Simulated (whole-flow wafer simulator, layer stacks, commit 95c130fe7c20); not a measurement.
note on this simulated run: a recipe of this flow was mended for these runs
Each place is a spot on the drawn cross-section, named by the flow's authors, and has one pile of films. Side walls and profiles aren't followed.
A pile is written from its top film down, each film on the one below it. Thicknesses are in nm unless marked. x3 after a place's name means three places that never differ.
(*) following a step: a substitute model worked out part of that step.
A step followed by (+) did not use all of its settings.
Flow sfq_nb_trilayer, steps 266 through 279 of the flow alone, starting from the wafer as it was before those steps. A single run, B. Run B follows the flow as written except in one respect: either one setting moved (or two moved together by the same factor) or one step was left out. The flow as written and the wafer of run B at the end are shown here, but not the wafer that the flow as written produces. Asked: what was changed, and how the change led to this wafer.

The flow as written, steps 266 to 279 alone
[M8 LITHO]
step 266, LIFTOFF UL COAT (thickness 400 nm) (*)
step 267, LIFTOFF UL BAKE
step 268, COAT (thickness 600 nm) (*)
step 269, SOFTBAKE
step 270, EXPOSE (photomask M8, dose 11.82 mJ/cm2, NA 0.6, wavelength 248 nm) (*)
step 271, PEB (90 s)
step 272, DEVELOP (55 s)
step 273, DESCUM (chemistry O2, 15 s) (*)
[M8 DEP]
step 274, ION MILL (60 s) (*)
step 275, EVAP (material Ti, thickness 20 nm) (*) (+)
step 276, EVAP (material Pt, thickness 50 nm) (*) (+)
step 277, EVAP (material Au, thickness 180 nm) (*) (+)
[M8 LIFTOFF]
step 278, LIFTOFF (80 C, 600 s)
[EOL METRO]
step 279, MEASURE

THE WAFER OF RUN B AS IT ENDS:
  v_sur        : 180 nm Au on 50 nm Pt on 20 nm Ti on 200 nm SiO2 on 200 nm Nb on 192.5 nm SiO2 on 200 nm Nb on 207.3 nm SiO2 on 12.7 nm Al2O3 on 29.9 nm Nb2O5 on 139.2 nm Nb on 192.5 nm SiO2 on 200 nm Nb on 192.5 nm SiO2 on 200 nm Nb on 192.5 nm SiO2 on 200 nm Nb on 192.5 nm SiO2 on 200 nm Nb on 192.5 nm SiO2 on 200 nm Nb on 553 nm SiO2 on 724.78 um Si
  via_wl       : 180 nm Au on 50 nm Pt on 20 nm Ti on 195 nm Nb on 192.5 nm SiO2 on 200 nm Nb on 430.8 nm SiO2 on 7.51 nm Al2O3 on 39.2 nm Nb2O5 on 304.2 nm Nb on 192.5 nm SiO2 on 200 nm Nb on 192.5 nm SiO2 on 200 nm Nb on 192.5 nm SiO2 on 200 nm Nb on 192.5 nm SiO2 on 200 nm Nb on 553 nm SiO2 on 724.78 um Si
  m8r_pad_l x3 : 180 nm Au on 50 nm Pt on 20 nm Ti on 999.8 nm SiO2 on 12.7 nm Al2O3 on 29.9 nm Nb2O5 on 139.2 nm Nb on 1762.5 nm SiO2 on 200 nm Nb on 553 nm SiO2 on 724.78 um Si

The reason: step 274, ION MILL: 60 s (*), was omitted.

Step by step, how the change led to this:
  (no step that both runs have acts differently)
